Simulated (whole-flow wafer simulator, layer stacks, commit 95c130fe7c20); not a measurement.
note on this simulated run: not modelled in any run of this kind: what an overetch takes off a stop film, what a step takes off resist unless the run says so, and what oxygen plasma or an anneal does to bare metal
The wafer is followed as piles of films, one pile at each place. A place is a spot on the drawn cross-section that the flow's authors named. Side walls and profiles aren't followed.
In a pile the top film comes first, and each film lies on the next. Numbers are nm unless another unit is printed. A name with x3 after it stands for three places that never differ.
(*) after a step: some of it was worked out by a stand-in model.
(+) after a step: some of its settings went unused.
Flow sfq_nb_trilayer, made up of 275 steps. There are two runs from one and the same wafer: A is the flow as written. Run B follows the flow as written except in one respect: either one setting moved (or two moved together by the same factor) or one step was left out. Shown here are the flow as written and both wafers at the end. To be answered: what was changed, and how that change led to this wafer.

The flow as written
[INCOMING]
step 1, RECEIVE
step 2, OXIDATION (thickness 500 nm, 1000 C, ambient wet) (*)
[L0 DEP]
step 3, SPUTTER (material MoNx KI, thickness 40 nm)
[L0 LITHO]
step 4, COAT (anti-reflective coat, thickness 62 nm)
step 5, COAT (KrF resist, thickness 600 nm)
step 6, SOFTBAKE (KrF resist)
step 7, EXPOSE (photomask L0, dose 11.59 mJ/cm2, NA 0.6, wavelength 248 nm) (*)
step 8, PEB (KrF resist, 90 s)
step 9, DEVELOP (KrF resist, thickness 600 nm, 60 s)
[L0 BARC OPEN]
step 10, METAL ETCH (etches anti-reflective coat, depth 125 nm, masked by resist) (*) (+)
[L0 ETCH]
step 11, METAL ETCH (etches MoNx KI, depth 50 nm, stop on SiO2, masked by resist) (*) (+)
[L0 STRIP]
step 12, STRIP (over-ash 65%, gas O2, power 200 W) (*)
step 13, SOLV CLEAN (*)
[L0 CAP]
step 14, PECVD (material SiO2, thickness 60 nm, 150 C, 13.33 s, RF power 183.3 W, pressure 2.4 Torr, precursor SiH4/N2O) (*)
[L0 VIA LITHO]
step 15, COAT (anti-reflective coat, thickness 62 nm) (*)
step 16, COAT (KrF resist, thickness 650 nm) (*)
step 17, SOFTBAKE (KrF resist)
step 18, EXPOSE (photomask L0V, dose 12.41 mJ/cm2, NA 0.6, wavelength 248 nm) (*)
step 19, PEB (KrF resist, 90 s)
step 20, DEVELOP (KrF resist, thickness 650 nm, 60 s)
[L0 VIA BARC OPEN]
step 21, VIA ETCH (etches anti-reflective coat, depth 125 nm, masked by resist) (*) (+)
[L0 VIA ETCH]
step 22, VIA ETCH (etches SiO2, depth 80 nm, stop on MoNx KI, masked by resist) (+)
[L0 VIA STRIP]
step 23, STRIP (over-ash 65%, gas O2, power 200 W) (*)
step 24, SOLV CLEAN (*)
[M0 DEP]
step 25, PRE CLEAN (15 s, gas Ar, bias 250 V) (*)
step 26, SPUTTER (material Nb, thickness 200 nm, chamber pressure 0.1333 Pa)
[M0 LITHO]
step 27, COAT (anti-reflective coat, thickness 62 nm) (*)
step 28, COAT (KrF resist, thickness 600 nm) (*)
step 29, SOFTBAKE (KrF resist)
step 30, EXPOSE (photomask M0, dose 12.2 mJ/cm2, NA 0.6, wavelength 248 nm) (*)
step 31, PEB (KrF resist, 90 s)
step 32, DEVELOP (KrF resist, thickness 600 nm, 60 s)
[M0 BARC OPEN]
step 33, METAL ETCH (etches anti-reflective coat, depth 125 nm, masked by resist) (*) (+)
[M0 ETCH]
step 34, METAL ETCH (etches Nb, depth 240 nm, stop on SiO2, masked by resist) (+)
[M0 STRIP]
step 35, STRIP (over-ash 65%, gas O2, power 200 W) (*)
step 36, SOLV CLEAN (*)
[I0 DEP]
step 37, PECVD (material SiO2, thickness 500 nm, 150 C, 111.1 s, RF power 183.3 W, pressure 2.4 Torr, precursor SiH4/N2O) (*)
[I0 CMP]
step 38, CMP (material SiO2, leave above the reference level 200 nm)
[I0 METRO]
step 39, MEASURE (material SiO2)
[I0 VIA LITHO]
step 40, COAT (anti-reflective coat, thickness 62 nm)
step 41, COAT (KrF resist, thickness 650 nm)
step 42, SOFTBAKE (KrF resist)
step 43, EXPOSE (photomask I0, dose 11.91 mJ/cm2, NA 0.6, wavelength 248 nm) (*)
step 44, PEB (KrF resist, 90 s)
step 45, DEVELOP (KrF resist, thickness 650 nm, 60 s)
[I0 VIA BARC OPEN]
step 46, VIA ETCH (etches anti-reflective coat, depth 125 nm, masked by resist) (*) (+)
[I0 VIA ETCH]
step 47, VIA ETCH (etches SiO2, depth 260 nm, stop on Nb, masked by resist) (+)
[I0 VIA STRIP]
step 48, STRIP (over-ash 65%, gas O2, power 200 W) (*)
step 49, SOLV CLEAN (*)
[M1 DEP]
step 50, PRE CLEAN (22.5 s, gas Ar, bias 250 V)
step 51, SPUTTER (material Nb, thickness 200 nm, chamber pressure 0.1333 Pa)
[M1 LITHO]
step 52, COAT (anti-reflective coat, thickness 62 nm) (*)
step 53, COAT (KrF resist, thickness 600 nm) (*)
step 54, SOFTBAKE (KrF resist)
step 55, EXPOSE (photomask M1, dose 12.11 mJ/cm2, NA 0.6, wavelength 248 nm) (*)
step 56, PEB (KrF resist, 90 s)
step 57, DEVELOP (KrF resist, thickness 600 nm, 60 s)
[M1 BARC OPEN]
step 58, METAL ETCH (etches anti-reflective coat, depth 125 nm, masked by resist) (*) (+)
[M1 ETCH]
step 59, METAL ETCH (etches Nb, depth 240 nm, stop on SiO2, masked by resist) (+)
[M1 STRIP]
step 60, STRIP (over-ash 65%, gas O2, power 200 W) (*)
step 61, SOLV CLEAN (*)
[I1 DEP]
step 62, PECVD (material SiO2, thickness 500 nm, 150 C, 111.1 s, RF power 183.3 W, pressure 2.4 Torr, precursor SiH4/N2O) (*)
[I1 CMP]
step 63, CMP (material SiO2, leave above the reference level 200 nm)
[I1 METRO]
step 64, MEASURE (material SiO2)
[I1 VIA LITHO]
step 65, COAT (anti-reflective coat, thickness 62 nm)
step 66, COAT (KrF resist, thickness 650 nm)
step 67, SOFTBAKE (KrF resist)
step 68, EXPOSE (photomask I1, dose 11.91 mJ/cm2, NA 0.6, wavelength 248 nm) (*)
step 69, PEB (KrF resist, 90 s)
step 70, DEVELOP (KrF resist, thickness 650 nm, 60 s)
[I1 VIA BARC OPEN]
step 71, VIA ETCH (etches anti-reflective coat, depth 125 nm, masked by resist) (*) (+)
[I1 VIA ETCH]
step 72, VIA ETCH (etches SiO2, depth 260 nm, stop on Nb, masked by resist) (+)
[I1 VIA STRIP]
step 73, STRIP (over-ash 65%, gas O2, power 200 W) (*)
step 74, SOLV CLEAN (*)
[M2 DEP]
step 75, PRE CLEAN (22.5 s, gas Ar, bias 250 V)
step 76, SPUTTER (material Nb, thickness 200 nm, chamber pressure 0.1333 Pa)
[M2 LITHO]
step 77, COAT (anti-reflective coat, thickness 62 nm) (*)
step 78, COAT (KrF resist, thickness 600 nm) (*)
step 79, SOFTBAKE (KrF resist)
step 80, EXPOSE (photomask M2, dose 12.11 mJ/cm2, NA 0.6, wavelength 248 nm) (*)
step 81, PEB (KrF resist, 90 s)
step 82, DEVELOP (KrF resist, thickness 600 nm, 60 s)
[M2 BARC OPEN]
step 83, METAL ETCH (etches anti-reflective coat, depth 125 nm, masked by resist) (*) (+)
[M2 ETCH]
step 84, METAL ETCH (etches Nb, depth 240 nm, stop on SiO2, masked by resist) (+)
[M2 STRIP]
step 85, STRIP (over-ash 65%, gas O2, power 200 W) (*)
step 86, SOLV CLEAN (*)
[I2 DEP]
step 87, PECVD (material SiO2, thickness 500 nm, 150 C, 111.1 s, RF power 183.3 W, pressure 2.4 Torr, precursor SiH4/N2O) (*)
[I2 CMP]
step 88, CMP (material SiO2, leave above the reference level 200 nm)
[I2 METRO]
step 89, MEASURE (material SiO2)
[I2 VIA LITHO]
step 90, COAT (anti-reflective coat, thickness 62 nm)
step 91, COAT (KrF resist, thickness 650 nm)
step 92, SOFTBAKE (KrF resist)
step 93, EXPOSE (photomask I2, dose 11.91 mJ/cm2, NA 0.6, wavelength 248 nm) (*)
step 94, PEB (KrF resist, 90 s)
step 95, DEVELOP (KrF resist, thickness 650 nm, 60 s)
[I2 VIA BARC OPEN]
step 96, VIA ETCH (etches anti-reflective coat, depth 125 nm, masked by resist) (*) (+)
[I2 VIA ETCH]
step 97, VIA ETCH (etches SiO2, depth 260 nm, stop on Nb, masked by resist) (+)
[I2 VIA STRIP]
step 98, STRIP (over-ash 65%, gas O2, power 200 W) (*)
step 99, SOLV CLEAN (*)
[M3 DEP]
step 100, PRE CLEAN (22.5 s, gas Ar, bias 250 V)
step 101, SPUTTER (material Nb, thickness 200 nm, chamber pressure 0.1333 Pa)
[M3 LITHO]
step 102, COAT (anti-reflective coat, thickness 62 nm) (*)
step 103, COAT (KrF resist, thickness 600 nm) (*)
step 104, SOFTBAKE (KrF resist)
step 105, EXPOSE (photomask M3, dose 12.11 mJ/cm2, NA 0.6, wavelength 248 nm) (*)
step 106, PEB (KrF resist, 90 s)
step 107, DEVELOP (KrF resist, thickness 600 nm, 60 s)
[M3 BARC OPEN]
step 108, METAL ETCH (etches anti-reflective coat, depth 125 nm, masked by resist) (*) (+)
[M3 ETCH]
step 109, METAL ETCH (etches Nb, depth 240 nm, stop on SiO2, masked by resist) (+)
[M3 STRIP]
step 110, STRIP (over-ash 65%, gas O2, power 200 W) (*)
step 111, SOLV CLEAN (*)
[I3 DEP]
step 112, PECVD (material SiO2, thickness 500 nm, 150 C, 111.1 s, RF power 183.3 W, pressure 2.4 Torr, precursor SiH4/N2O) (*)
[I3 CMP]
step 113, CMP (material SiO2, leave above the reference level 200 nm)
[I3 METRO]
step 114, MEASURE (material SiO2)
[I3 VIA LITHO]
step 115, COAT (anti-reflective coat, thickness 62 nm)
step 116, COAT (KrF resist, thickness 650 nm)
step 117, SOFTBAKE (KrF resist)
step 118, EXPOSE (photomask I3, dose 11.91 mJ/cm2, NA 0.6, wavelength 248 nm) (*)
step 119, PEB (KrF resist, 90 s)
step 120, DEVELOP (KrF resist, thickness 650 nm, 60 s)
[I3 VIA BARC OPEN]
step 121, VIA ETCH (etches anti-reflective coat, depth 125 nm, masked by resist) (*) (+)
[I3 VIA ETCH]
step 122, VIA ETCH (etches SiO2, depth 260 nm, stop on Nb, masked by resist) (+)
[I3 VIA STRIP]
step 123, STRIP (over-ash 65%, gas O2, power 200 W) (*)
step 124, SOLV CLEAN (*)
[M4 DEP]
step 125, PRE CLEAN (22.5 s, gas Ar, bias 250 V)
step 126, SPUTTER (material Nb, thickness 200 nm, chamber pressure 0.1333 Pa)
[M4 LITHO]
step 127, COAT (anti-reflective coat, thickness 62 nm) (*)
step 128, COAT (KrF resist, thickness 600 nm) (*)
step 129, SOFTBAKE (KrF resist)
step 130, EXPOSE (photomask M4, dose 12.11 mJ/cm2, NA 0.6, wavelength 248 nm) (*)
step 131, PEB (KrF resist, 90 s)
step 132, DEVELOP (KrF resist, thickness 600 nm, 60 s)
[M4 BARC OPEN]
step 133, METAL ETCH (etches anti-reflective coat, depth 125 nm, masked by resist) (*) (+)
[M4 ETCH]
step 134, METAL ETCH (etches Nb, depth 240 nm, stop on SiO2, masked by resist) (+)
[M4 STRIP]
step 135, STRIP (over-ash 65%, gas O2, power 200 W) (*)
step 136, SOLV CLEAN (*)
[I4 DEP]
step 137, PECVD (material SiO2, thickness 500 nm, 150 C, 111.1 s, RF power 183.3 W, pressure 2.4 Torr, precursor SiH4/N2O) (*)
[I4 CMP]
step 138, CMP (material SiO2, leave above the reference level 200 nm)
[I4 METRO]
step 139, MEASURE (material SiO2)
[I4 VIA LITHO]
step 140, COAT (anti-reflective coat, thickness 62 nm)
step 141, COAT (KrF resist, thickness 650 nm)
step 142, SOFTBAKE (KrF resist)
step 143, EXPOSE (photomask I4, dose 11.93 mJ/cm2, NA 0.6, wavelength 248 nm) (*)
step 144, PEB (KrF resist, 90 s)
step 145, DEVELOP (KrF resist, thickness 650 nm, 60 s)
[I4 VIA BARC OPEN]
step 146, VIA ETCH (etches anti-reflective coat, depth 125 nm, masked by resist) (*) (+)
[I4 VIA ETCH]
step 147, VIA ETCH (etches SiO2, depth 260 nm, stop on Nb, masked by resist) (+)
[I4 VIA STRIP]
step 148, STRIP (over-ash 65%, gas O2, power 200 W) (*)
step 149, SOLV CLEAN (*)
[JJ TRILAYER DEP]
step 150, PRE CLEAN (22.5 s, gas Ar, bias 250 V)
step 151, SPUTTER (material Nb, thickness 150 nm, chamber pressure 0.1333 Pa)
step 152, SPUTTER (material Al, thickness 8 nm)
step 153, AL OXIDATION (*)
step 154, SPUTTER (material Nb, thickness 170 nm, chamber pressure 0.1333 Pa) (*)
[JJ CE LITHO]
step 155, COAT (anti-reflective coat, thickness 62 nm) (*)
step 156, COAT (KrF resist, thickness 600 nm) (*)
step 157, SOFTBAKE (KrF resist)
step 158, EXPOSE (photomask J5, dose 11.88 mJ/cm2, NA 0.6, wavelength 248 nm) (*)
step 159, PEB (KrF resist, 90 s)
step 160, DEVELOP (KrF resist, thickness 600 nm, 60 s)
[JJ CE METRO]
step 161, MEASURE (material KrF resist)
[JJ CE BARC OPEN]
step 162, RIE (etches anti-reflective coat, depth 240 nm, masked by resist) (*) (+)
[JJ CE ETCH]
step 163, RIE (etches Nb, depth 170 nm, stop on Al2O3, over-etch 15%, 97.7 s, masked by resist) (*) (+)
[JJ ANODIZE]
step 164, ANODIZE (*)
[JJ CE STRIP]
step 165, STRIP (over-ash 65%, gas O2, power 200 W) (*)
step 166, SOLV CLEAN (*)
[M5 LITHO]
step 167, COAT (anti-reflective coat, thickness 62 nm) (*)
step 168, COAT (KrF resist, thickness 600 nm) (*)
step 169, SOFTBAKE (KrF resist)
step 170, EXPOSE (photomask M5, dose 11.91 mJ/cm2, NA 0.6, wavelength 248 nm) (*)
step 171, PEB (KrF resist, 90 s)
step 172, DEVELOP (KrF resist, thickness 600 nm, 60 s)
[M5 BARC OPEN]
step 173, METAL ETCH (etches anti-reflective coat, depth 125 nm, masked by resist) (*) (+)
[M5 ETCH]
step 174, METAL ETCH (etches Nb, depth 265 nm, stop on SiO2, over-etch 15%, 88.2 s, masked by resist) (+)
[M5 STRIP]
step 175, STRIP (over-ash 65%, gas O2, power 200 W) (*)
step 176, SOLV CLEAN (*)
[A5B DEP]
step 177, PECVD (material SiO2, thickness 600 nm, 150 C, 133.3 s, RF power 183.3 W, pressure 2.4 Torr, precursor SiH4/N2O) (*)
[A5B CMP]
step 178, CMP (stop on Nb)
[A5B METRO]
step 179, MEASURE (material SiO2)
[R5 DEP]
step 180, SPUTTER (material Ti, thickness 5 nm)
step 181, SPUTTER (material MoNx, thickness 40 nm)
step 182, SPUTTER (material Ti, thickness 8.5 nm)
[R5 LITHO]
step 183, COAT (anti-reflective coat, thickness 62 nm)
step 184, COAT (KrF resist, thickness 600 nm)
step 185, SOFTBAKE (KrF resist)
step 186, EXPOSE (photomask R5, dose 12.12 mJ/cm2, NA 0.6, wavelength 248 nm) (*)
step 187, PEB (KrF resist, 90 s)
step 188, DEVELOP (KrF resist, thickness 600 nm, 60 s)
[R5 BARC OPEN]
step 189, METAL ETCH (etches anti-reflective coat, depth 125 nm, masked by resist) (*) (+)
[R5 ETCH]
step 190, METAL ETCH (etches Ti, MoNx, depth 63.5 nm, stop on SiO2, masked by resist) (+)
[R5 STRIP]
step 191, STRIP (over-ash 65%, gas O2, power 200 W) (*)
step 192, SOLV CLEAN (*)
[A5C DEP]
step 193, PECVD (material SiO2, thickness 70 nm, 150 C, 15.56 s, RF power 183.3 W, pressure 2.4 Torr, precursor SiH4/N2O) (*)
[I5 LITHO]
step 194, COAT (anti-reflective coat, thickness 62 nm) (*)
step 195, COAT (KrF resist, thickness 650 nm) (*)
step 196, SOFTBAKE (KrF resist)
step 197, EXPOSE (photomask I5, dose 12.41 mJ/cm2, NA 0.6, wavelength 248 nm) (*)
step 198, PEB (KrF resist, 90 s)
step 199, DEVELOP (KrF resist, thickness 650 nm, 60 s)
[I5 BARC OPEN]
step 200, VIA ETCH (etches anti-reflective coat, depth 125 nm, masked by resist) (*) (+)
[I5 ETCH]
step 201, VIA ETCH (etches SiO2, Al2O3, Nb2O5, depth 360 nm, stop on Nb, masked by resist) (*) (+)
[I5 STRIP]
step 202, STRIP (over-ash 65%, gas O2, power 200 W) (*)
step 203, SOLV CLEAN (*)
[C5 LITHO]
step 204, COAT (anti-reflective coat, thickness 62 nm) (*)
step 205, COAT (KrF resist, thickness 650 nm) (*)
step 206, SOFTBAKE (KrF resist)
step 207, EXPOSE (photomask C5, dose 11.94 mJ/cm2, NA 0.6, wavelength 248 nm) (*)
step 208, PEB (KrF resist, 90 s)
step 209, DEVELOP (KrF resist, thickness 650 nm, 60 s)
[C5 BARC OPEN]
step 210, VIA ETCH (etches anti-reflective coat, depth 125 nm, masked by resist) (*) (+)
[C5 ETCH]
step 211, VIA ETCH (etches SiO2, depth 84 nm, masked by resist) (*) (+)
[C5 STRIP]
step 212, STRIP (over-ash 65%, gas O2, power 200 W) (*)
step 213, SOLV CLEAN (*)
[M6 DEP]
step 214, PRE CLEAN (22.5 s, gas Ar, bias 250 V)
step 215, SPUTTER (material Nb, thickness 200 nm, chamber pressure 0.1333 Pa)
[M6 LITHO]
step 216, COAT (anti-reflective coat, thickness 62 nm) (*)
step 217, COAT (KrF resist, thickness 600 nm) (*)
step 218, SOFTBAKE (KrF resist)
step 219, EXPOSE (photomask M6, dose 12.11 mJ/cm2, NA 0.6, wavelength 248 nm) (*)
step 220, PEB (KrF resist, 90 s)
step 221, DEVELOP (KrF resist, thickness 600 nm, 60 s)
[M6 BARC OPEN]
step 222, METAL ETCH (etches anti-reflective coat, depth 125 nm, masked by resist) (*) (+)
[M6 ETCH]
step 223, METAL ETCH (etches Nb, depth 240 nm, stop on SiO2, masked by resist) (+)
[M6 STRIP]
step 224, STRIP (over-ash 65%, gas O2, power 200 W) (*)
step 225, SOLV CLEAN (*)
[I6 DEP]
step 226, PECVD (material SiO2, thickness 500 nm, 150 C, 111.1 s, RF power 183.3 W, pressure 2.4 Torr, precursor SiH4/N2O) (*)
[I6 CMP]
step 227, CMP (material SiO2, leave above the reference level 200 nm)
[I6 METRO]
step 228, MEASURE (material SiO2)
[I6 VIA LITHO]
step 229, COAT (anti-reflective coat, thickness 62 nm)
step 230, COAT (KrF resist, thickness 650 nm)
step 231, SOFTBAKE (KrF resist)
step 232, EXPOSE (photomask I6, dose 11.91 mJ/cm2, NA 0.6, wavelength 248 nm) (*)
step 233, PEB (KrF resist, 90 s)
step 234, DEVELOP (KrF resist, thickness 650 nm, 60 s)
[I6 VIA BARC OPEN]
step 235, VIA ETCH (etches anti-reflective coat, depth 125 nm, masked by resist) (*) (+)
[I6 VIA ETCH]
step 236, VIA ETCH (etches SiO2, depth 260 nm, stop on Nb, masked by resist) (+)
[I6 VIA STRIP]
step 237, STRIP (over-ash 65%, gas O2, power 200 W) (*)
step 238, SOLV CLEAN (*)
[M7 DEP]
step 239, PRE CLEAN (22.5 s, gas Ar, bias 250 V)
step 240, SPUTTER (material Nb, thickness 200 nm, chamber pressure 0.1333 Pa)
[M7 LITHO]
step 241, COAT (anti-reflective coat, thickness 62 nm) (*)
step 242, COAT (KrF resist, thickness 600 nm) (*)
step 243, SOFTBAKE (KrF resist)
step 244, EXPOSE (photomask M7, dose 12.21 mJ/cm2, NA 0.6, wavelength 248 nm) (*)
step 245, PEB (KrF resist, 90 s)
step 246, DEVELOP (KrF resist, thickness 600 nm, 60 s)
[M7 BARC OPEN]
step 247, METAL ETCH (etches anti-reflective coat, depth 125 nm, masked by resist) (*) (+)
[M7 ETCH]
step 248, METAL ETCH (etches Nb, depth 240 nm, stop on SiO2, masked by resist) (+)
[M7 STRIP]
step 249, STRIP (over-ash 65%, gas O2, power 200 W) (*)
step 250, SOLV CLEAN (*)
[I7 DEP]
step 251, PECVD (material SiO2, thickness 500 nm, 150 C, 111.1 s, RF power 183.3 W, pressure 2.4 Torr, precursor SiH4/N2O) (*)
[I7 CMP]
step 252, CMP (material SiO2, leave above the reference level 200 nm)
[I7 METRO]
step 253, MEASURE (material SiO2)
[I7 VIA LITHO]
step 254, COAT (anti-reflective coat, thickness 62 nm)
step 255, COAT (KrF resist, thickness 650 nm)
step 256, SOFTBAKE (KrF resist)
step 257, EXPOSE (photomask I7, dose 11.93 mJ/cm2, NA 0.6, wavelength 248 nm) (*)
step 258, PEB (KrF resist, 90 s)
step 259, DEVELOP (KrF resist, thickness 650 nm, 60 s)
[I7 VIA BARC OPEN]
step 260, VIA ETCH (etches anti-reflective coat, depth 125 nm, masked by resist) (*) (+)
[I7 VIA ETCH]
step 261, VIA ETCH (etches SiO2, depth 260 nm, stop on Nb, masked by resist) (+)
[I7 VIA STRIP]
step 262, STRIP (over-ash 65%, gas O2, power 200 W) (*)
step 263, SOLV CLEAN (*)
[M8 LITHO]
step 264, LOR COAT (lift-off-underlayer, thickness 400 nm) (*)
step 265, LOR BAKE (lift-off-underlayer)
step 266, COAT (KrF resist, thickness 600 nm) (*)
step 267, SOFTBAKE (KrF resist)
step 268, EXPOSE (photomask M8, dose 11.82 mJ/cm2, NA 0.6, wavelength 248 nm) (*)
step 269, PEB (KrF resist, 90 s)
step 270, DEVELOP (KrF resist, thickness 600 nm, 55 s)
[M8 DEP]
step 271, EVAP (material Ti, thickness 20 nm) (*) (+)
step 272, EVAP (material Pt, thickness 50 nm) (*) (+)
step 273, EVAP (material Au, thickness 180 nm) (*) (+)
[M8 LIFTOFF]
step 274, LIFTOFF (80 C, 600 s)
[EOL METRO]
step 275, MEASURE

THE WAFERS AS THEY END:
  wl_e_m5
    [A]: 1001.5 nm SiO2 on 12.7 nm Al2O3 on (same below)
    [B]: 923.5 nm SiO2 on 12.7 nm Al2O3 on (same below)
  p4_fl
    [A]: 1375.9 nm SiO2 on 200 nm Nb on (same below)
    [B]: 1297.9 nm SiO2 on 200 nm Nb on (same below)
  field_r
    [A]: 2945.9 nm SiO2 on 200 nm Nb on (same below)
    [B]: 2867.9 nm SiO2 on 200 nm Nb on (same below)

The reason: step 240, SPUTTER: thickness 122 nm was run, though the flow has thickness 200 nm.

How this came from the change, step by step:
  step 240, SPUTTER (material Nb, thickness 200 nm, chamber pressure 0.1333 Pa)
      field_l, v_sur, via_wl and 102 more: A Nb gains 200 (new film) | B Nb gains 122 (new film)
      via_v: A Nb gains 161.1 | B Nb gains 98.1
  step 241, COAT (anti-reflective coat, thickness 62 nm) (*)
      via_v: A anti-reflective coat gains 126 (new film) | B anti-reflective coat gains 121.5 (new film)
  step 248, METAL ETCH (etches Nb, depth 240 nm, stop on SiO2, masked by resist) (+)
      field_l, field_r, lsp_l and 62 more: A Nb loses 200 (all of it) | B Nb loses 122 (all of it)
      v_sur, via_wl, via_w and 38 more: A KrF resist loses 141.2 | B KrF resist loses 107.6
  step 249, STRIP (over-ash 65%, gas O2, power 200 W) (*)
      wl_j_sl, wl_jj, wl_j_sr and 14 more: A KrF resist loses 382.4 (all of it), anti-reflective coat loses 62 (all of it) | B KrF resist loses 415.9 (all of it), anti-reflective coat loses 62 (all of it)
      lsp_m, ln_m6, lsp_r: A KrF resist loses 381.9 (all of it), anti-reflective coat loses 61.8 (all of it) | B KrF resist loses 415.5 (all of it), anti-reflective coat loses 61.8 (all of it)
      (as well as at 21 more places)
  step 251, PECVD (material SiO2, thickness 500 nm, 150 C, 111.1 s, RF power 183.3 W, pressure 2.4 Torr, precursor SiH4/N2O) (*)
      m7r_space_l, m7r_space_r: A SiO2 gains 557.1 | B SiO2 gains 500
      via_v: A SiO2 gains 621 (new film) | B SiO2 gains 597.5 (new film)
  step 252, CMP (material SiO2, leave above the reference level 200 nm)
      field_l, p4_fl, p4_fm and 56 more: A SiO2 loses 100 | B SiO2 loses 178
      field_r, lsp_l: A SiO2 loses 77.7 | B SiO2 loses 164.4
      (as well as at 5 more places)
